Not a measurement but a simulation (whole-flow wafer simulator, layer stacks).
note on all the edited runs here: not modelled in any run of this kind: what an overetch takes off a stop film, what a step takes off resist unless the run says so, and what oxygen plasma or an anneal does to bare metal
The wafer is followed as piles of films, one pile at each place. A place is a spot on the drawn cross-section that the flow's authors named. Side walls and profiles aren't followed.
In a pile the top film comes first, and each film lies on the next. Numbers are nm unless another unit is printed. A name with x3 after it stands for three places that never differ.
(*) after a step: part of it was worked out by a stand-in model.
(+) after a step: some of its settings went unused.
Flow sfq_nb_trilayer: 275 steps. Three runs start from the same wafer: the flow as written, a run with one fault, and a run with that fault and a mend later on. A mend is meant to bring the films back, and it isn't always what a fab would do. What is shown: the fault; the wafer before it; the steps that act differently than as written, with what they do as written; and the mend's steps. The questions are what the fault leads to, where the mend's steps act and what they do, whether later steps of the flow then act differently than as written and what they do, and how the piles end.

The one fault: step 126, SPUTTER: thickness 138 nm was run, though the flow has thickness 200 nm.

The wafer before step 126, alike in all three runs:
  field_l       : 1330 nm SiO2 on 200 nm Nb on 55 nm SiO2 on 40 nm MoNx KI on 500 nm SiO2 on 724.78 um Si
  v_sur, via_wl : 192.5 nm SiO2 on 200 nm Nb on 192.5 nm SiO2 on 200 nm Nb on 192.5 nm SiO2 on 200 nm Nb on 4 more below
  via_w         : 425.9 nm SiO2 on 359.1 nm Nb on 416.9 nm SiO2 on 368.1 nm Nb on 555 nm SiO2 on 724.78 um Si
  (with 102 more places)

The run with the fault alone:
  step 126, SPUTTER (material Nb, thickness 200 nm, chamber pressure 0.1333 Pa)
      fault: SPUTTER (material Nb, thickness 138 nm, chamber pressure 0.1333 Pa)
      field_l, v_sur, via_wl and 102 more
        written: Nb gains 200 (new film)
        fault: Nb gains 138 (new film)
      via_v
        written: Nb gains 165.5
        fault: Nb gains 113.9
  Later steps of the flow acting differently than as written (3 more steps, not shown, differ only slightly: by at most 2% or 0.5 nm, whichever is larger):
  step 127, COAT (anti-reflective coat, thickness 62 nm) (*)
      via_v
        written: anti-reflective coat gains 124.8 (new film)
        fault: anti-reflective coat gains 121.6 (new film)
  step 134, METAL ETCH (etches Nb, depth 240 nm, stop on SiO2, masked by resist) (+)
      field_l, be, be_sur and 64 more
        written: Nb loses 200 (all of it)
        fault: Nb loses 138 (all of it)
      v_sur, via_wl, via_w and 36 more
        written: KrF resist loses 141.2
        fault: KrF resist loses 121.8
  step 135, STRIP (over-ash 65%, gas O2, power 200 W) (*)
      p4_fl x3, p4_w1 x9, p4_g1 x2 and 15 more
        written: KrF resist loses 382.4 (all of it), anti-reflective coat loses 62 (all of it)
        fault: KrF resist loses 401.8 (all of it), anti-reflective coat loses 62 (all of it)
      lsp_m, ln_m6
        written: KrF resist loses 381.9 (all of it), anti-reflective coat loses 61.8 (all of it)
        fault: KrF resist loses 401.4 (all of it), anti-reflective coat loses 61.8 (all of it)
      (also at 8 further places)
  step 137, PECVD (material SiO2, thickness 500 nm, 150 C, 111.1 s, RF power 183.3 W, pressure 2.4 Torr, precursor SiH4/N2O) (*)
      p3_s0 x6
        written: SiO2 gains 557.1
        fault: SiO2 gains 500
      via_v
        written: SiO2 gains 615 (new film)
        fault: SiO2 gains 598.4 (new film)
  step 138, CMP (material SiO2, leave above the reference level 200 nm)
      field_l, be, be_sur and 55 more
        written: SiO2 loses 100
        fault: SiO2 loses 162
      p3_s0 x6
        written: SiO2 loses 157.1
        fault: SiO2 loses 162
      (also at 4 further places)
  At field_l, v_sur, via_wl and 102 more, the piles at the end differ from the flow's by more than 2% or 0.5 nm, whichever is larger.
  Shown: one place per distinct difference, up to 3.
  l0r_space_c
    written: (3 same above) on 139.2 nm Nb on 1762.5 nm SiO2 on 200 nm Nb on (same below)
    fault: (3 same above) on 139.2 nm Nb on 1700.5 nm SiO2 on 200 nm Nb on (same below)
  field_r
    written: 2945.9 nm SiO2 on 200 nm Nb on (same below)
    fault: 2883.9 nm SiO2 on 200 nm Nb on (same below)
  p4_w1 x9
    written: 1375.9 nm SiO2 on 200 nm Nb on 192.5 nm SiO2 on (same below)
    fault: 1375.9 nm SiO2 on 138 nm Nb on 192.5 nm SiO2 on (same below)

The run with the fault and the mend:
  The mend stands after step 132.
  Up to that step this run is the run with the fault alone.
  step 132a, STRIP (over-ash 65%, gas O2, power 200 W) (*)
      p3_s0 x6, p3_fr x3, wl_d_sl and 38 more
        anti-reflective coat loses 62 (all of it)
      p4_fl x3, p4_w1 x9, p4_g1 x2 and 15 more
        KrF resist loses 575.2 (all of it), anti-reflective coat loses 62 (all of it)
      moat, field_r, lsp_l, lsp_r, l0_sur, l0v
        anti-reflective coat loses 61.8 (all of it)
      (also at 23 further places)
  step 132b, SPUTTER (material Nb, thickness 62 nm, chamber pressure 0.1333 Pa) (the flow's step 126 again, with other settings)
      field_l, v_sur, via_wl and 102 more
        Nb gains 62
      via_v
        Nb gains 48.7
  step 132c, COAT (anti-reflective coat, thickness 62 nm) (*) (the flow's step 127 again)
      p4_fl x3, p4_w1 x9, p4_g1 x2 and 63 more
        anti-reflective coat gains 62 (new film)
      field_r, lsp_l, ln_m5, lsp_m, ln_m6, lsp_r, l0_sur, l0v
        anti-reflective coat gains 61.8 (new film)
      be_r, r_sur, res, r_end, moat
        anti-reflective coat gains 61.7 (new film)
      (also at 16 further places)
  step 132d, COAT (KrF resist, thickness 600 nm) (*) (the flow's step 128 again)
      p4_fl x3, p4_w1 x9, p4_g1 x2 and 63 more
        KrF resist gains 600 (new film)
      field_r, lsp_l, ln_m5, lsp_m, l0v
        KrF resist gains 599.5 (new film)
      ln_m6, lsp_r, l0_sur
        KrF resist gains 599.6 (new film)
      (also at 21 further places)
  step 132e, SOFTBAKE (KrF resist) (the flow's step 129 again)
      does not change any film at any place that is followed
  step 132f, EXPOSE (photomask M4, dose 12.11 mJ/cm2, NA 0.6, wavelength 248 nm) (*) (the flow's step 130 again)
      does not change any film at any place that is followed
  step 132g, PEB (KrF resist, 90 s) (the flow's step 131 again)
      field_l, v_sur, via_wl and 97 more
        KrF resist loses 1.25
      via_w, via_wr, via_sp, wire, be
        KrF resist loses 1.24
      via_v
        KrF resist loses 1.61
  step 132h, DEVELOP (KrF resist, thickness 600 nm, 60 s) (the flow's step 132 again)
      p3_s0 x6, p3_fr x3, wl_d_sl and 38 more
        KrF resist loses 598.7 (all of it)
      v_sur, via_wl, via_w and 36 more
        KrF resist loses 23.5
      moat, field_r, lsp_l
        KrF resist loses 598.2 (all of it)
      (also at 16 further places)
  None of the later steps of the flow differs from how it acts as written, at any place that is followed, by more than 2% or 0.5 nm, whichever is larger.
  At the end the piles are close to the flow's at the places that both follow, differing by at most 2% or 0.5 nm, whichever is larger.
